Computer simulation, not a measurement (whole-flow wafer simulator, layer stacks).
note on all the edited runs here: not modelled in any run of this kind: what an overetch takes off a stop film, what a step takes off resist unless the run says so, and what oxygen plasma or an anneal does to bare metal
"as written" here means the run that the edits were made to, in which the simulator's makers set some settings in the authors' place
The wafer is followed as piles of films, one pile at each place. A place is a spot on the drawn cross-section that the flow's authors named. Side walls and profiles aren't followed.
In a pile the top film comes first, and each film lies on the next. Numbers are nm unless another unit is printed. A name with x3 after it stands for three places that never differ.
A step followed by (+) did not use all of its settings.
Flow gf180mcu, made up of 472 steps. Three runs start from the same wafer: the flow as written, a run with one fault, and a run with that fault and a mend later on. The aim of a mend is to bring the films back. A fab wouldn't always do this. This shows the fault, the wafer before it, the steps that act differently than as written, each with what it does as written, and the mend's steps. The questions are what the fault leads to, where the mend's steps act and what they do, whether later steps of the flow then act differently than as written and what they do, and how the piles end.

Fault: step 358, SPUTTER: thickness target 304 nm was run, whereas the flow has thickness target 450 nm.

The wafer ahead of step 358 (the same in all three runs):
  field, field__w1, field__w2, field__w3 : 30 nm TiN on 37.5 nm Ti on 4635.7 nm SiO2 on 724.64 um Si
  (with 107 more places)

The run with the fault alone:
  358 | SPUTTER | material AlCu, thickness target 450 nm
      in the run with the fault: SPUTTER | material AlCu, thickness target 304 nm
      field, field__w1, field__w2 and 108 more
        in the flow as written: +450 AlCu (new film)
        in the run with the fault: +304 AlCu (new film)
  Steps later in the flow that act otherwise than as written:
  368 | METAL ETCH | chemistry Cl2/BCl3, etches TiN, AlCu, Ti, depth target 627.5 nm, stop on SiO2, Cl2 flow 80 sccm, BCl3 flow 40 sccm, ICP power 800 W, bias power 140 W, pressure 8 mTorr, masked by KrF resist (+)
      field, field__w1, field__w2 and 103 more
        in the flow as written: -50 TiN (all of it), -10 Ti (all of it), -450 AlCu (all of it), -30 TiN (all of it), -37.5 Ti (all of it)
        in the run with the fault: -50 TiN (all of it), -10 Ti (all of it), -304 AlCu (all of it), -30 TiN (all of it), -37.5 Ti (all of it)
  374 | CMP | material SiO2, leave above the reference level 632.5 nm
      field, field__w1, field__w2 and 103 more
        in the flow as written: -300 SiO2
        in the run with the fault: -446 SiO2
  At field__w4, field__w8, contact and 10 more, the piles at the end differ from the flow's by more than 2% or 0.5 nm, whichever is larger.
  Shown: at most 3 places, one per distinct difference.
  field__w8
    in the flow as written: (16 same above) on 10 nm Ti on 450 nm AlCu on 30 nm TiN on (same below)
    in the run with the fault: (16 same above) on 10 nm Ti on 304 nm AlCu on 30 nm TiN on (same below)
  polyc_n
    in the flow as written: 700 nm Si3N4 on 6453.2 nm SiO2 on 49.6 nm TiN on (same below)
    in the run with the fault: 700 nm Si3N4 on 6307.2 nm SiO2 on 49.6 nm TiN on (same below)
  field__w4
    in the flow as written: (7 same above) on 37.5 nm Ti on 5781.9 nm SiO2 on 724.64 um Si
    in the run with the fault: (7 same above) on 37.5 nm Ti on 5635.9 nm SiO2 on 724.64 um Si

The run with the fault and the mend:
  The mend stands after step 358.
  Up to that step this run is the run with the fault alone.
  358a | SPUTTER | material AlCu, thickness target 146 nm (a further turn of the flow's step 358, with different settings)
      field, field__w1, field__w2 and 108 more
        +146 AlCu
  Every later step of the flow that is run acts as written at every place that is followed.
  By the end, the piles equal the flow's at every place that both follow.
